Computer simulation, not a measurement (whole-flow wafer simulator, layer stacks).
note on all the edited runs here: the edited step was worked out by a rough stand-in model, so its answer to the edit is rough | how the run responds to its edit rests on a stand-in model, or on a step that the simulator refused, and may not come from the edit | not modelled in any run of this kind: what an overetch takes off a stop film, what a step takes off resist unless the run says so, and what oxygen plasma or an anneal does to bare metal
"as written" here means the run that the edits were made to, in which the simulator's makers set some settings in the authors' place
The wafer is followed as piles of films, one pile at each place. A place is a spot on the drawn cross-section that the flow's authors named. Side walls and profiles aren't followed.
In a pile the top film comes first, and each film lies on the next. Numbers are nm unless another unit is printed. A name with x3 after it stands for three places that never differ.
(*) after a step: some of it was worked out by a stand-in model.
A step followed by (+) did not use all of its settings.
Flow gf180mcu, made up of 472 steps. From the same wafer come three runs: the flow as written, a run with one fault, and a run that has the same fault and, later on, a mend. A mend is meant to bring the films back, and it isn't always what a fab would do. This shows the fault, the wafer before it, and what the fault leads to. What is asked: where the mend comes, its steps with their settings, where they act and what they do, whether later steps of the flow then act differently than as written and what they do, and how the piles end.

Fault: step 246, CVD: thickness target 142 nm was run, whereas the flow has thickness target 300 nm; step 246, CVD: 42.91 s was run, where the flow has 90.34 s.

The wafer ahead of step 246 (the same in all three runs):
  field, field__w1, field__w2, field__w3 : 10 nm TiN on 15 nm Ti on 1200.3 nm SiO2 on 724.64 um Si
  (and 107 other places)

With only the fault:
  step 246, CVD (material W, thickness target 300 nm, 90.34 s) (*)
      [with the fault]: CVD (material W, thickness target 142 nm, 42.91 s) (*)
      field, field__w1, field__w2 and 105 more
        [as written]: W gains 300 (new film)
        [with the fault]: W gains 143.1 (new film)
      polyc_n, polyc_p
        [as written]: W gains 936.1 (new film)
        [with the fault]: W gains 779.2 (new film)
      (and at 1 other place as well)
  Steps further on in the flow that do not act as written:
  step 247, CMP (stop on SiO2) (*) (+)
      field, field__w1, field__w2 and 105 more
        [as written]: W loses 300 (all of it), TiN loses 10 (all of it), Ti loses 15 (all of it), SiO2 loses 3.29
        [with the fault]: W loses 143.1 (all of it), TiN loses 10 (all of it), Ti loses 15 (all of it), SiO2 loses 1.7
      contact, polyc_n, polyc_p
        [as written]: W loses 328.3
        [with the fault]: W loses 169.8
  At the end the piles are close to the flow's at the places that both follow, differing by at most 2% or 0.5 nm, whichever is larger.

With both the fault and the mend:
  The mend follows step 246.
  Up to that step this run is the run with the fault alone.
  step 246a, CVD (material W, thickness target 158 nm, 47.58 s) (the flow's step 246 again, with other settings)
      field, field__w1, field__w2 and 108 more
        W gains 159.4
  Every later step of the flow that is run acts as written, at every place that is followed, to within 2% or 0.5 nm, whichever is larger.
  At the end the piles are close to the flow's at the places that both follow, differing by at most 2% or 0.5 nm, whichever is larger.
